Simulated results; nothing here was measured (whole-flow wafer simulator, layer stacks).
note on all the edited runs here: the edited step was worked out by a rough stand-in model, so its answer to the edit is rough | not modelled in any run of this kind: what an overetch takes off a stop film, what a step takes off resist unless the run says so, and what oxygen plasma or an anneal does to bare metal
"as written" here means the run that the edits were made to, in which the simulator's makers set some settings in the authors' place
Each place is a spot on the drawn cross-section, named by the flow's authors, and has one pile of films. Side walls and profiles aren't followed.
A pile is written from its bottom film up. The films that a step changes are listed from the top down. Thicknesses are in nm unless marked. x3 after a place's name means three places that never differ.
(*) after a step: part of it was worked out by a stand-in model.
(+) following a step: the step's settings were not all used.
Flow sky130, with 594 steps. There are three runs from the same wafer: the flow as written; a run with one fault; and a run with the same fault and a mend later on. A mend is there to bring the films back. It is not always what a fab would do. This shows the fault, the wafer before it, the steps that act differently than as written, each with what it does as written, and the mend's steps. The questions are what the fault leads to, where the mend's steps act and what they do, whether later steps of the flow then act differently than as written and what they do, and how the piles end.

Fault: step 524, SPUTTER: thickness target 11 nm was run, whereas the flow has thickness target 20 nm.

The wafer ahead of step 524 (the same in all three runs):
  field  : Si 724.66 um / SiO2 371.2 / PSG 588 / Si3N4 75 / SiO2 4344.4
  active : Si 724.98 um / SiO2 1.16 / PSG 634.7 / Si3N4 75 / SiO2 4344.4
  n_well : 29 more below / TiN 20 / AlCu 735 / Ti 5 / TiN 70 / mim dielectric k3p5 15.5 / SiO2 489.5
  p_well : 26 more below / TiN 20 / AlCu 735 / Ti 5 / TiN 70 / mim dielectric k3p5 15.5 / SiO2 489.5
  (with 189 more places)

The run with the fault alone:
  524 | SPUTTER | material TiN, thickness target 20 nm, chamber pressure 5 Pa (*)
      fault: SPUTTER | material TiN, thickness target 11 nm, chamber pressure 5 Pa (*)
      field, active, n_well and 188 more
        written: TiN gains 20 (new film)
        fault: TiN gains 11 (new film)
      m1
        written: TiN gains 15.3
        fault: TiN gains 8.4
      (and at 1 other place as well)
  Later steps of the flow acting differently than as written (1 other step is not shown; it differs only slightly, by no more than 2% or 0.5 nm, whichever is larger):
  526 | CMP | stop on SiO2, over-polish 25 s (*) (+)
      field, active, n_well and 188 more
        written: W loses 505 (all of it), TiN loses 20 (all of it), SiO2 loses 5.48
        fault: W loses 505 (all of it), TiN loses 11 (all of it), SiO2 loses 5.48
  By the end, the piles at m1, via4_hole depart from the flow's by more than 2% or 0.5 nm, whichever is larger.
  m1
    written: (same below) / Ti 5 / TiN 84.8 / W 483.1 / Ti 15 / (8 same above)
    fault: (same below) / Ti 5 / TiN 78 / W 490 / Ti 15 / (8 same above)
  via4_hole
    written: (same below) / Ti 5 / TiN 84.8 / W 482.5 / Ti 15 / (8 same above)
    fault: (same below) / Ti 5 / TiN 78 / W 489.3 / Ti 15 / (8 same above)

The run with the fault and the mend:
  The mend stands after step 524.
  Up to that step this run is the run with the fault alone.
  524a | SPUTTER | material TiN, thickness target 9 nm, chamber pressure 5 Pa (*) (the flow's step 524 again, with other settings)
      field, active, n_well and 188 more
        TiN gains 9
      m1, via4_hole
        TiN gains 6.86
  Later steps of the flow that are run all act as written at every place that is followed.
  At every place that both follow, the piles at the end match the flow's.
